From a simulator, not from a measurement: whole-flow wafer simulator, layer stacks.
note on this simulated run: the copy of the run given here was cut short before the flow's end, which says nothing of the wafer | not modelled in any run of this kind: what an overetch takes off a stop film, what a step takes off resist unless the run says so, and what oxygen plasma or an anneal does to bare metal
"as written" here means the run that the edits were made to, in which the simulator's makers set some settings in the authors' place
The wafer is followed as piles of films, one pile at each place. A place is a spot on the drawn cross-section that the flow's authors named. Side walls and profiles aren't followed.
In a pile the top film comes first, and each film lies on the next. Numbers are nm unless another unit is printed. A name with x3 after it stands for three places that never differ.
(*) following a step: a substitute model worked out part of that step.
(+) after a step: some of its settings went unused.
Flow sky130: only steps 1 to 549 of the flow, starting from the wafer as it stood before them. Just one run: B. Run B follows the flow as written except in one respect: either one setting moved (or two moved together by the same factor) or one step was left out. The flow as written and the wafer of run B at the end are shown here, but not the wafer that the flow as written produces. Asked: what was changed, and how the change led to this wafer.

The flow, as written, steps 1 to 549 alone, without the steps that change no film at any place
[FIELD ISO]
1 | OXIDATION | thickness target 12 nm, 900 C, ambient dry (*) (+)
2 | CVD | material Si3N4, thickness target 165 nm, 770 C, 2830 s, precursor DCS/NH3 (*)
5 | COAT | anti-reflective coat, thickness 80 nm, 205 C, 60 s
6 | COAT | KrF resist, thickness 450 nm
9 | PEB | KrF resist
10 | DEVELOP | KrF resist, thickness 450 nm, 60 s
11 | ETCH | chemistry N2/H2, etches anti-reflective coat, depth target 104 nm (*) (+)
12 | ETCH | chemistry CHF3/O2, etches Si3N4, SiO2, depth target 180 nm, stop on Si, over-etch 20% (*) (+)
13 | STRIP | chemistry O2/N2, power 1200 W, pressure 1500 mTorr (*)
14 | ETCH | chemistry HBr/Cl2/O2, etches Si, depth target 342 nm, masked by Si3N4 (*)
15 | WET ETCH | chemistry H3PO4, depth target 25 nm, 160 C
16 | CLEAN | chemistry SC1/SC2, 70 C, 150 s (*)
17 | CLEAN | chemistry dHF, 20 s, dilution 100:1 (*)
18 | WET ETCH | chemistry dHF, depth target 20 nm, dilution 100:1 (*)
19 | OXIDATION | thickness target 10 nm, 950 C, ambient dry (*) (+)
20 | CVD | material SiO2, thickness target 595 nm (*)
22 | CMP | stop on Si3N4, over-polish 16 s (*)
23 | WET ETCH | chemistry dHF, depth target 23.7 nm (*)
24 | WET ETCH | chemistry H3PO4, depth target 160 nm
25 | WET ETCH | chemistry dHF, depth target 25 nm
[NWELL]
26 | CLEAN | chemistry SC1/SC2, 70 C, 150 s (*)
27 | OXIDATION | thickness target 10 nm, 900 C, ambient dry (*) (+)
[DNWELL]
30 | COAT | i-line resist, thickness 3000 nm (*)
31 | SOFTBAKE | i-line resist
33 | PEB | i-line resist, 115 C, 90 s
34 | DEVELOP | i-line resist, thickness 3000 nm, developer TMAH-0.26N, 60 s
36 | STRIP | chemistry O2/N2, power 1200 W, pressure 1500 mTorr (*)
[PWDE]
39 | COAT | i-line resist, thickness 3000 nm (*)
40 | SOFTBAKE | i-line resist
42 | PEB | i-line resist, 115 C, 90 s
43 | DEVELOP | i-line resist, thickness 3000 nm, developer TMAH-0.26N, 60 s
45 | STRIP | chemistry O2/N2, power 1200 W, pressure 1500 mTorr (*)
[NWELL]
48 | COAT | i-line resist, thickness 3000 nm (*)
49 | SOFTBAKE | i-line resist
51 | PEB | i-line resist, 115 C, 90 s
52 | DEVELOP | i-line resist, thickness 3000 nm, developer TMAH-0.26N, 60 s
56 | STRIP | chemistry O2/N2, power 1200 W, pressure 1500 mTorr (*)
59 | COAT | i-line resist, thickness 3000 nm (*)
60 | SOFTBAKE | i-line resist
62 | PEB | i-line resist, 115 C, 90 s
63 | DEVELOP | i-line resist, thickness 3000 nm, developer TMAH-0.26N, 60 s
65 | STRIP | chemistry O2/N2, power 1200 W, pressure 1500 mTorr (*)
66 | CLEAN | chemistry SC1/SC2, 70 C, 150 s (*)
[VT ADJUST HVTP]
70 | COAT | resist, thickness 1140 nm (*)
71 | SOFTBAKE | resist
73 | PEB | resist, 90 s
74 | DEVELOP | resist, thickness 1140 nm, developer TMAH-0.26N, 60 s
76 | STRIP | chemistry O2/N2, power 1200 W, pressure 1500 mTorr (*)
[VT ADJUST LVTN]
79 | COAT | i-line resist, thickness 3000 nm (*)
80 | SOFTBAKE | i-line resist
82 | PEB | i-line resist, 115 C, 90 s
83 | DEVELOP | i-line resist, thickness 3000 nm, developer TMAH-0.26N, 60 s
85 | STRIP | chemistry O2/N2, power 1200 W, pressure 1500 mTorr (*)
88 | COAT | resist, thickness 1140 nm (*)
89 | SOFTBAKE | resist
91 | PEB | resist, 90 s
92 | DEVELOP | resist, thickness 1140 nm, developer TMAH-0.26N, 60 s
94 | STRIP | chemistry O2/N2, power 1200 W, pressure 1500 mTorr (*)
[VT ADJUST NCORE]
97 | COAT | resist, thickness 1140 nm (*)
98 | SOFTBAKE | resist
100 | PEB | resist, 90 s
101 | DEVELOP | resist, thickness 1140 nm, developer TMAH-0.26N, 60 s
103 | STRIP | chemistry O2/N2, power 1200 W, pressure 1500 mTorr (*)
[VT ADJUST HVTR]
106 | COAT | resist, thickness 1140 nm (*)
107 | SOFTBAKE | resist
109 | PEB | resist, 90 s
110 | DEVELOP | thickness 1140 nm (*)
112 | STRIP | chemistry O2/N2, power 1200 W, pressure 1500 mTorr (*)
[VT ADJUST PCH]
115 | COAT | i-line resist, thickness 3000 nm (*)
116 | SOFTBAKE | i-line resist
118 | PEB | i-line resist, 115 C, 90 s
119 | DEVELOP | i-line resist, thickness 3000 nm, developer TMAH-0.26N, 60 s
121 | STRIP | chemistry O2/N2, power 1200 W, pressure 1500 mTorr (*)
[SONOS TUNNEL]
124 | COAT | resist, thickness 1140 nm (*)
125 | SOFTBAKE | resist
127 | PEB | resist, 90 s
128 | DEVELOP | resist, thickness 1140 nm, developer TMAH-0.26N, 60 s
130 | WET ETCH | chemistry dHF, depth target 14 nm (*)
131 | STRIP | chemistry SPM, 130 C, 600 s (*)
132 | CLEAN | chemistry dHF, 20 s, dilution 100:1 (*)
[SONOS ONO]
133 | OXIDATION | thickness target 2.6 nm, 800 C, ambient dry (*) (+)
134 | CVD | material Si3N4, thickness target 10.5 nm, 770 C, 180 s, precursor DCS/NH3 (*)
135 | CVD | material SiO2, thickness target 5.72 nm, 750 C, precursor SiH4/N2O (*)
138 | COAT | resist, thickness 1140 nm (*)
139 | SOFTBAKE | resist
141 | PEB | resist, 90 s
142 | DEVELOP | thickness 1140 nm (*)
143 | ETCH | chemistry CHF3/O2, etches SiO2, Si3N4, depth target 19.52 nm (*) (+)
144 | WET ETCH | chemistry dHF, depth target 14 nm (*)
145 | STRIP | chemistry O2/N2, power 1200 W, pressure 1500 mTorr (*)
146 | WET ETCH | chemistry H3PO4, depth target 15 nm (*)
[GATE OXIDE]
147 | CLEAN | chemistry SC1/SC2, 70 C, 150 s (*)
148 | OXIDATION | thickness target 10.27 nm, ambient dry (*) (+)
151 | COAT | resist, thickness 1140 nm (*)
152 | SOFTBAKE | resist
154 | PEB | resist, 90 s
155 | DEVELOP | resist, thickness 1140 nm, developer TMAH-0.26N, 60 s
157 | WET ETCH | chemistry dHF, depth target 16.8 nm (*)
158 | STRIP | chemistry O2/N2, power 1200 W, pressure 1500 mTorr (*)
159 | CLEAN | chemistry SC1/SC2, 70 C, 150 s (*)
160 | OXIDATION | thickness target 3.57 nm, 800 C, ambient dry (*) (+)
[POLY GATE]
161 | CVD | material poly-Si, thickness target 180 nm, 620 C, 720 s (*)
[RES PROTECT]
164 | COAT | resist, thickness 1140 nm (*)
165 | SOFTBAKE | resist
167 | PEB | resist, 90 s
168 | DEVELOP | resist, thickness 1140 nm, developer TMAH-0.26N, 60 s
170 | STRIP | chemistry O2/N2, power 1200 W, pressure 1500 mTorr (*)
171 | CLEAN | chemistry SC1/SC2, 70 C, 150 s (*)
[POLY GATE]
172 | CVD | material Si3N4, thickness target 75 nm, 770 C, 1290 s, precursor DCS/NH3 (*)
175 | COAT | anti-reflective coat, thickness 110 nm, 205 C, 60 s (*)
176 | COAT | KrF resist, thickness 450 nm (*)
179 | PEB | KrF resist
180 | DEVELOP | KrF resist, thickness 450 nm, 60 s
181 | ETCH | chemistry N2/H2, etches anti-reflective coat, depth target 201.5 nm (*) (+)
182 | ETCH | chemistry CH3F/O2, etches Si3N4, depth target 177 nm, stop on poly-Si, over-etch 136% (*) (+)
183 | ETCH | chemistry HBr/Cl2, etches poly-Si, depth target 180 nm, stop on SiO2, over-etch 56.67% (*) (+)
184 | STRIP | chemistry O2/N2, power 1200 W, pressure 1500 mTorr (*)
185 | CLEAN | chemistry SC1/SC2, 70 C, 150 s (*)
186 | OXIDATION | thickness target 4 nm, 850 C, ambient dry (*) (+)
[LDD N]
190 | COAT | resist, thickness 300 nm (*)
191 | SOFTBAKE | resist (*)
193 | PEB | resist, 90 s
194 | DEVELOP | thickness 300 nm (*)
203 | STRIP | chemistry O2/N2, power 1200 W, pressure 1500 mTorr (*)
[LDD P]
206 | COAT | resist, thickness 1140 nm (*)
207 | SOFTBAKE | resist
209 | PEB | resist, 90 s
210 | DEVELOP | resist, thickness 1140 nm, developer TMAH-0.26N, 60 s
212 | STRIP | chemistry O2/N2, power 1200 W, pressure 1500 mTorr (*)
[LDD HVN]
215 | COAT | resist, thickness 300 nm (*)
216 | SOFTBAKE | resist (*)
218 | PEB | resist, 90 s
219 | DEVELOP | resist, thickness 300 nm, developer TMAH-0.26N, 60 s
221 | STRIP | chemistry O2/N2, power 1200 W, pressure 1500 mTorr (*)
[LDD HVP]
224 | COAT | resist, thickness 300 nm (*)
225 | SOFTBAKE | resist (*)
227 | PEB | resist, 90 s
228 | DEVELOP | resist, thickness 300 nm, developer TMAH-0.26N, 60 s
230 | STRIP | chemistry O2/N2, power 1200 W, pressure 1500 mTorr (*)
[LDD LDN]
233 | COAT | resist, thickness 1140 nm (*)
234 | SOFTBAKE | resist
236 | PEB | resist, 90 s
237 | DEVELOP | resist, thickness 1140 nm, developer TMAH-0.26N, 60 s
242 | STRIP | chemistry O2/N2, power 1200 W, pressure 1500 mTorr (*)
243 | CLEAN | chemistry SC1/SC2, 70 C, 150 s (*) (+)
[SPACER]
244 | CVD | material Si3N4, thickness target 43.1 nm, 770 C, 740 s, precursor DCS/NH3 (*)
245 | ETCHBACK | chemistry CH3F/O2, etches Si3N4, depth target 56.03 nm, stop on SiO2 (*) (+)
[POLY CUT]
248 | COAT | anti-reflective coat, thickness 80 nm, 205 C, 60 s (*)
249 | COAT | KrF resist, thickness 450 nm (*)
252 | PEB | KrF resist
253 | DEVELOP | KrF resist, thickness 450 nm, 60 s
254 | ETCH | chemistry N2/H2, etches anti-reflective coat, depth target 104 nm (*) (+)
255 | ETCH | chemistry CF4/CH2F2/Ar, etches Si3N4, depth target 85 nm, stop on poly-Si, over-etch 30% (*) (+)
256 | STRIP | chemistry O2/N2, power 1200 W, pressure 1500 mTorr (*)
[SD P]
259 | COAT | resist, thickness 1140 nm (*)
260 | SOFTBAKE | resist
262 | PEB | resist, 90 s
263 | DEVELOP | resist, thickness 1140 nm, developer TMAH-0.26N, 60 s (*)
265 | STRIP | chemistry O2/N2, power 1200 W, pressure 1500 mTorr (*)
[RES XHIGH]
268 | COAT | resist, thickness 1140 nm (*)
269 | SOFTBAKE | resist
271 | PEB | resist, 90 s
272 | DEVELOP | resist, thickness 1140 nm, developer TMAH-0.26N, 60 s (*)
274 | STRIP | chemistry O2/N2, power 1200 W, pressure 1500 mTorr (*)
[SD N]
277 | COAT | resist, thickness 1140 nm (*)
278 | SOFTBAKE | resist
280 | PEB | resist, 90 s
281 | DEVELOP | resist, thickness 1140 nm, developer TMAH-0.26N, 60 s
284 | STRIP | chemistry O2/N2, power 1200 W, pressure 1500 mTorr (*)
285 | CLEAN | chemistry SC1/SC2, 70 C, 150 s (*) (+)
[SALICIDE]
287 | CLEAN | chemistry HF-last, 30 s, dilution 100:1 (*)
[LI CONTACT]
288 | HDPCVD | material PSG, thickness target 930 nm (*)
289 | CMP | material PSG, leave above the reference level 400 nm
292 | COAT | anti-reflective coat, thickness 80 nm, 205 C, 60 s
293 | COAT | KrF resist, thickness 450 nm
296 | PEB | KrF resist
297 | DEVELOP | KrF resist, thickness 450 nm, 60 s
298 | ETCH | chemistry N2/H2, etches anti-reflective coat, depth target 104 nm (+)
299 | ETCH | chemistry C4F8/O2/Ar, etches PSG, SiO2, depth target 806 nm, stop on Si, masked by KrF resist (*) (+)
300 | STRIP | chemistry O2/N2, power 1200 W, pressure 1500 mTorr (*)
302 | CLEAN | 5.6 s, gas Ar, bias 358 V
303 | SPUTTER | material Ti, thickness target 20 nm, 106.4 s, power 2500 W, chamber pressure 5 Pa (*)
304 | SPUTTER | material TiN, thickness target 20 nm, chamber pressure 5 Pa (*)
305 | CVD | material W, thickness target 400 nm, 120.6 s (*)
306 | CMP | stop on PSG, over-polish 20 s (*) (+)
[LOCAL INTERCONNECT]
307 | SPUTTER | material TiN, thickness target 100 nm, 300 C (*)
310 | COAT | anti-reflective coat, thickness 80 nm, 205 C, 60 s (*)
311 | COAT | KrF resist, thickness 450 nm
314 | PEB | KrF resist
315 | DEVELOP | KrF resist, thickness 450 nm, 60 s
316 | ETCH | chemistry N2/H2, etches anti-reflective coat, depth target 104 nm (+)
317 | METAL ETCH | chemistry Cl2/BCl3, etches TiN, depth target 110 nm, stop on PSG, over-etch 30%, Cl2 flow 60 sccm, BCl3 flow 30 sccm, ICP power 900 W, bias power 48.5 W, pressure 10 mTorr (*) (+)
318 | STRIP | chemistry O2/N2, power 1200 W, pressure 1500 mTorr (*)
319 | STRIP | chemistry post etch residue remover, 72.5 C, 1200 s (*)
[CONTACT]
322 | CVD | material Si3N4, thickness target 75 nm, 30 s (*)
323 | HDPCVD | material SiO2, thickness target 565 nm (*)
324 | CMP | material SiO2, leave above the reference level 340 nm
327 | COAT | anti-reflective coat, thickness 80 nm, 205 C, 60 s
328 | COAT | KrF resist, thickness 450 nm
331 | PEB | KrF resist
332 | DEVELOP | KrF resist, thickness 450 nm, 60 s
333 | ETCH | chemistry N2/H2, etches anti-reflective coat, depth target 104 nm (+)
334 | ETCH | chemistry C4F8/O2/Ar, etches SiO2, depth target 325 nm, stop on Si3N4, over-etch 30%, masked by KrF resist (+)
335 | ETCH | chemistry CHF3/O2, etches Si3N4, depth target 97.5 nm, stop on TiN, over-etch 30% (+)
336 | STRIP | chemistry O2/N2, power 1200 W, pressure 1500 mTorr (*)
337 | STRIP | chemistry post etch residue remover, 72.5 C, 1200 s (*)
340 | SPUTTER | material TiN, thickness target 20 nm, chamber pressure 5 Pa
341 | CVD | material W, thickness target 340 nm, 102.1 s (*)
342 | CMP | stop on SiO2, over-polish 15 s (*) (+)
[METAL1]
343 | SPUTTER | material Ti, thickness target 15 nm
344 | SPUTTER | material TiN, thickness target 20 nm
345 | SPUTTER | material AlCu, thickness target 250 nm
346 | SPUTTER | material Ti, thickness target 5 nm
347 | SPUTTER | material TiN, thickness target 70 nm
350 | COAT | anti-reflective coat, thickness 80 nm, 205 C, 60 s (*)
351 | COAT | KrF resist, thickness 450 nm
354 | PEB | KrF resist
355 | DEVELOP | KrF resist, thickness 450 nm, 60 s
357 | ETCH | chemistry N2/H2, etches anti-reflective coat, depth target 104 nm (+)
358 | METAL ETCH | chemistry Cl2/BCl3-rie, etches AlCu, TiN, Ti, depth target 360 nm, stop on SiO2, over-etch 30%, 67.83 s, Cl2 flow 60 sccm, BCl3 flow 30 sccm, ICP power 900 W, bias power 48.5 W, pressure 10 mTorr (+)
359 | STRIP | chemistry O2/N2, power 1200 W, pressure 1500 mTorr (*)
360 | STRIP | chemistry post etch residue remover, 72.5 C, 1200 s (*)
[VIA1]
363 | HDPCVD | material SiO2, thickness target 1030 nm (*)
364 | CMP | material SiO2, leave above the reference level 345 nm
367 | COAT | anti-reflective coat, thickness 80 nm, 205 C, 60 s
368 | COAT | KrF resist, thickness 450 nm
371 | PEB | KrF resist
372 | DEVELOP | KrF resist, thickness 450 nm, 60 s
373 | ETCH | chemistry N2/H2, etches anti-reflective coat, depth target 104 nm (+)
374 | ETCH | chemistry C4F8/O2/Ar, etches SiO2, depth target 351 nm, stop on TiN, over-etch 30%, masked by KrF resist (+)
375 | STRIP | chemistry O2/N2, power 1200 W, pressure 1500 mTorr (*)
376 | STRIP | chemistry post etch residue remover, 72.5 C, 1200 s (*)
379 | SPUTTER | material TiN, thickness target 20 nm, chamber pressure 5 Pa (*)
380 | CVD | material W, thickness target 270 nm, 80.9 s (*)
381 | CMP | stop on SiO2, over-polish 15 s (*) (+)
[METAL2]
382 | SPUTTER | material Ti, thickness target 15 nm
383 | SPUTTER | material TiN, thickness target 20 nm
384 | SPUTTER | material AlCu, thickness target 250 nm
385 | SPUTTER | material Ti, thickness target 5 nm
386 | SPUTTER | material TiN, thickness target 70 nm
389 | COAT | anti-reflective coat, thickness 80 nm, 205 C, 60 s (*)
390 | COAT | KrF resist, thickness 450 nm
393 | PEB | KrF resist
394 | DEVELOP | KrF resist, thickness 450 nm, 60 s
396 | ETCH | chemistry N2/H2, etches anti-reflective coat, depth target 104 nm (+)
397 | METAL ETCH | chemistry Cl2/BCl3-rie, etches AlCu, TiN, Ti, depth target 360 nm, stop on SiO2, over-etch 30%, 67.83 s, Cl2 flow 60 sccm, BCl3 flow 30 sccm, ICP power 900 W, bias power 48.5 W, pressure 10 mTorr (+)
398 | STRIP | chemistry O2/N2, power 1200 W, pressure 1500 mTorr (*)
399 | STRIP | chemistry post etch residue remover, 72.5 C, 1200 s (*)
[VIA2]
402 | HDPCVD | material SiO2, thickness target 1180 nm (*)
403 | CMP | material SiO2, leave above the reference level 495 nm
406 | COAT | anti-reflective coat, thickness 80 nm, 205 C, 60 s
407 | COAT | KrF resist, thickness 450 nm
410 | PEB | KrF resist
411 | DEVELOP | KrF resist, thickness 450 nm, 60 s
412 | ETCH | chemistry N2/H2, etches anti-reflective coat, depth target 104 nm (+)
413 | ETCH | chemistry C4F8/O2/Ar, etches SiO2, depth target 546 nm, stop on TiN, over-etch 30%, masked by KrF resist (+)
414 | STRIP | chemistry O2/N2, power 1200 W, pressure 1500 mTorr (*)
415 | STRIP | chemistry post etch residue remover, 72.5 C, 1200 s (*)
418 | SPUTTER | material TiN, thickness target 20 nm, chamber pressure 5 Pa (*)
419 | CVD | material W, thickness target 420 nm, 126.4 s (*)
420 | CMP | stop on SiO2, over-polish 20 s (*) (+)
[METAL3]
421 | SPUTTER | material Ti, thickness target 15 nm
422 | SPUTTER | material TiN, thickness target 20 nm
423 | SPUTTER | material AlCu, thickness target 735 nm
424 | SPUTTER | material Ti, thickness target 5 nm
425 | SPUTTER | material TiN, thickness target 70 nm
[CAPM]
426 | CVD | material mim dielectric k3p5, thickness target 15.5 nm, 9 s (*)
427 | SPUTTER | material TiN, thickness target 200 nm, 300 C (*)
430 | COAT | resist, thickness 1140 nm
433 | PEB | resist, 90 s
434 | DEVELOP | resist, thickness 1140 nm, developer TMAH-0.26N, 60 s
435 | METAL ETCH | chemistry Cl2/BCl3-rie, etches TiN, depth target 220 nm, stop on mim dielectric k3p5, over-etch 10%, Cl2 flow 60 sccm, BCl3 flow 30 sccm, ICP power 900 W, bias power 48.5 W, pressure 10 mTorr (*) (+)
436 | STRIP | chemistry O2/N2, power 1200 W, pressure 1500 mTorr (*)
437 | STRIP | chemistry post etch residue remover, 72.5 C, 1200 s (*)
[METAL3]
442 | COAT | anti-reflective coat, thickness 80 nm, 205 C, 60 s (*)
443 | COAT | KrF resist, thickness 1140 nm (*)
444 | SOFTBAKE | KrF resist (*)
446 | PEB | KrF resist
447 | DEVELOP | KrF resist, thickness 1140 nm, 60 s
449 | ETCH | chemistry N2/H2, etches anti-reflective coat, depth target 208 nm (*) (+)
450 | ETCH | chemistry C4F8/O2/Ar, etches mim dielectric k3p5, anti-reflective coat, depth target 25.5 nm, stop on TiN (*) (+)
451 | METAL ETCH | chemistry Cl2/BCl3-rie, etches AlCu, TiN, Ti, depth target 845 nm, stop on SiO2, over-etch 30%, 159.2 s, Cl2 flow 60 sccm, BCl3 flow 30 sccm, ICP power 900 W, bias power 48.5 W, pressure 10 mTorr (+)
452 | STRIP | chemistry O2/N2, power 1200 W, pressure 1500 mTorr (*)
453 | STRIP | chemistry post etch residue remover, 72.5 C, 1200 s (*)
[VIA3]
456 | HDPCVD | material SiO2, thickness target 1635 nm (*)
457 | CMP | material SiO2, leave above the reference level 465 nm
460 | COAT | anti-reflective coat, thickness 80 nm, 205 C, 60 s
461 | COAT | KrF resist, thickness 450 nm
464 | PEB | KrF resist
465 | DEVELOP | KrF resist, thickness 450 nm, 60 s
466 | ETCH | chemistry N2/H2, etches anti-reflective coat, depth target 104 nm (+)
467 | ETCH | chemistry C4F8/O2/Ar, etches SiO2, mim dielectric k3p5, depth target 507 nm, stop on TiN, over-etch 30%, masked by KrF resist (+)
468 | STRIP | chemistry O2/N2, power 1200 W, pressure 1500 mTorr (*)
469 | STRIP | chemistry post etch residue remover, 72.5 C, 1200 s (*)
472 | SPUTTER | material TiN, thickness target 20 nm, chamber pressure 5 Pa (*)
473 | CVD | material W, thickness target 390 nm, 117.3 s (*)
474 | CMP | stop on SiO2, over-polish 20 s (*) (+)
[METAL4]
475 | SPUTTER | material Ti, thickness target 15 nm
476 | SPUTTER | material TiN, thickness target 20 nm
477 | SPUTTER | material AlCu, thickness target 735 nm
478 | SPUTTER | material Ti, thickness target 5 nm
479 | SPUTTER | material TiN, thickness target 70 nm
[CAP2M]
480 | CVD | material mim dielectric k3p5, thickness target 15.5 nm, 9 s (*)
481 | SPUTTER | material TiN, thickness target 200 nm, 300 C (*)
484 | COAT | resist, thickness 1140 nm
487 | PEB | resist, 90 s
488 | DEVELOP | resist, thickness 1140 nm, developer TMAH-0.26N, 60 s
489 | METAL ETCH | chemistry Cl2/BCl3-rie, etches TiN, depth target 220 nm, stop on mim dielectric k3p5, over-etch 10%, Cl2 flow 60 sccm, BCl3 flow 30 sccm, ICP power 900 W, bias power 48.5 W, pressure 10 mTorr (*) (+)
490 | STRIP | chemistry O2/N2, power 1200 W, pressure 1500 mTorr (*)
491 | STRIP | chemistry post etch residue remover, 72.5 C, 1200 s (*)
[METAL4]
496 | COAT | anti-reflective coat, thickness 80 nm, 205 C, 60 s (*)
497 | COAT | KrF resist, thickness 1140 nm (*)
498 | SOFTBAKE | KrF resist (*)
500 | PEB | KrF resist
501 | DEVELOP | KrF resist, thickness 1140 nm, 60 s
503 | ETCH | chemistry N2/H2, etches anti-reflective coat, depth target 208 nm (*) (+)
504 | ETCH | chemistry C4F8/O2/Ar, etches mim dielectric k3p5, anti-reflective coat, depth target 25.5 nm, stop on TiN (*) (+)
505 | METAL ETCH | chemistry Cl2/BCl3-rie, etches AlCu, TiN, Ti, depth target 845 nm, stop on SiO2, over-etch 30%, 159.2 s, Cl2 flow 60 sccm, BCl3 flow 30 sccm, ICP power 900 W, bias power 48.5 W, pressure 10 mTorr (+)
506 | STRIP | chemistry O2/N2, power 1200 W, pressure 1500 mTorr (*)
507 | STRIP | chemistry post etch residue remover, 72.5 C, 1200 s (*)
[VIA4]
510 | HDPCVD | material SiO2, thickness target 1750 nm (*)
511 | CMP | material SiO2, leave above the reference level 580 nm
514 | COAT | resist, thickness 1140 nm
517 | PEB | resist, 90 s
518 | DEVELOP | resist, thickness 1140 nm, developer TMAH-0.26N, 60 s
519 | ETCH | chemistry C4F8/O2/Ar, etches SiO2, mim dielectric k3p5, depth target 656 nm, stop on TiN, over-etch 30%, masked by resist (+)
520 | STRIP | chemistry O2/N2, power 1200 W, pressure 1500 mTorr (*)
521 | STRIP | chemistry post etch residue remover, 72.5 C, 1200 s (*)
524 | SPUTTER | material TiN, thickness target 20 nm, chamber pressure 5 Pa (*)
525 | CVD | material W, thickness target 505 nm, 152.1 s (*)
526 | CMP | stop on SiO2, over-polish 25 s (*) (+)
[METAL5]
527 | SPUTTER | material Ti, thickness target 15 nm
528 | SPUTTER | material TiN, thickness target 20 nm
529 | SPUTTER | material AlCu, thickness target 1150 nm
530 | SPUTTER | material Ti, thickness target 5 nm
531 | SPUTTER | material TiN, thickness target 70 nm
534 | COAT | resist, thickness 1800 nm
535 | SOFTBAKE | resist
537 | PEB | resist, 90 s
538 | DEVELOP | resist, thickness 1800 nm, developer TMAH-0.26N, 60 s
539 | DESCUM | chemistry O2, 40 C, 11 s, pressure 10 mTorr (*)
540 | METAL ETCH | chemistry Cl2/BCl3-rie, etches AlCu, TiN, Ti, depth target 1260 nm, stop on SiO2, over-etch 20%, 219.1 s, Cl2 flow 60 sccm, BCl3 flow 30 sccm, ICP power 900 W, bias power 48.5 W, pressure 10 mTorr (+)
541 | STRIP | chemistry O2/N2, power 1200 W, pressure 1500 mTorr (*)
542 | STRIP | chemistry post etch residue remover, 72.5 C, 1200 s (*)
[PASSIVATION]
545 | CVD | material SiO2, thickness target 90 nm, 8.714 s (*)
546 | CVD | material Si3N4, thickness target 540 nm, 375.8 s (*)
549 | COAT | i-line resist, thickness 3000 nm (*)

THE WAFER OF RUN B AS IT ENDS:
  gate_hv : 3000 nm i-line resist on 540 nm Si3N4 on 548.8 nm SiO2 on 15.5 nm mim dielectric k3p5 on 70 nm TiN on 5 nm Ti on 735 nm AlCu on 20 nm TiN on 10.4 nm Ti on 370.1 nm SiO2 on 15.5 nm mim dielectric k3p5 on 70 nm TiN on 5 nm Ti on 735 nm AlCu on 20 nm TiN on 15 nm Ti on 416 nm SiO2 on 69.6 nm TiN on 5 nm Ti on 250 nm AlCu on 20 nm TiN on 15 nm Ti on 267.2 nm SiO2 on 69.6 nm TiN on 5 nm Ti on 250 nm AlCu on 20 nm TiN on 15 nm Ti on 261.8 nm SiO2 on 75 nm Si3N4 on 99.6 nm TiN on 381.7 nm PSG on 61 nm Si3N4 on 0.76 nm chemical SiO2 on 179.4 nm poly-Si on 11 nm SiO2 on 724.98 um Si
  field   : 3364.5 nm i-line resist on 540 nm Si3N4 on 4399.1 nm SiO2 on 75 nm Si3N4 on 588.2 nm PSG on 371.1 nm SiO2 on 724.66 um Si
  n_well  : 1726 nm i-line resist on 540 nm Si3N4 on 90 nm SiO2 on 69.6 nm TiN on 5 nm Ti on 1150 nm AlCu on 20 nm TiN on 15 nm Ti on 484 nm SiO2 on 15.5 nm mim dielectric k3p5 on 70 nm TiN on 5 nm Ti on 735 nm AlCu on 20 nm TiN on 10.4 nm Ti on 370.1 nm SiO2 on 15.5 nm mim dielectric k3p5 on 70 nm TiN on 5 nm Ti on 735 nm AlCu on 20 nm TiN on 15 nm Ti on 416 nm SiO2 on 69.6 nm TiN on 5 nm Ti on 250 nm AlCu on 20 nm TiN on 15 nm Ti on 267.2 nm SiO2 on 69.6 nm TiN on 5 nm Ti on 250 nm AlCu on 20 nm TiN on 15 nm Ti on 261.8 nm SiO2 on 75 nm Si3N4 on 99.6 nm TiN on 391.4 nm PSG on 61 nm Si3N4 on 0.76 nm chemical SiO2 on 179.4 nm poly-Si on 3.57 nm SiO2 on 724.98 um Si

Cause: step 475, SPUTTER: thickness target 10.4 nm was run, while the flow as written has thickness target 15 nm.
The wafer itself shows it: gate_hv has Ti 10.4, and step 475 as written asks for 15 nm.

The path from the change to this, step by step:
  475 | SPUTTER | material Ti, thickness target 15 nm
      field, active, n_well and 189 more: Ti gains 10.4 (new film) (in the flow as written it would be: Ti gains 15 (new film))
  505 | METAL ETCH | chemistry Cl2/BCl3-rie, etches AlCu, TiN, Ti, depth target 845 nm, stop on SiO2, over-etch 30%, 159.2 s, Cl2 flow 60 sccm, BCl3 flow 30 sccm, ICP power 900 W, bias power 48.5 W, pressure 10 mTorr (+)
      field, active, gate and 70 more: TiN loses 70 (all of it), Ti loses 5 (all of it), AlCu loses 735 (all of it), TiN loses 20 (all of it), Ti loses 10.4 (all of it), SiO2 loses 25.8 (in the flow as written it would be: TiN loses 70 (all of it), Ti loses 5 (all of it), AlCu loses 735 (all of it), TiN loses 20 (all of it), Ti loses 15 (all of it), SiO2 loses 25.4)
      vpp_iso1, mim_edge_plate, m1_ln and 12 more: TiN loses 70 (all of it), Ti loses 5 (all of it), AlCu loses 735 (all of it), TiN loses 20 (all of it), Ti loses 10.4 (all of it), SiO2 loses 25.8 (in the flow as written it would be: TiN loses 70 (all of it), Ti loses 5 (all of it), AlCu loses 735 (all of it), TiN loses 20 (all of it), Ti loses 15 (all of it), SiO2 loses 25.3)
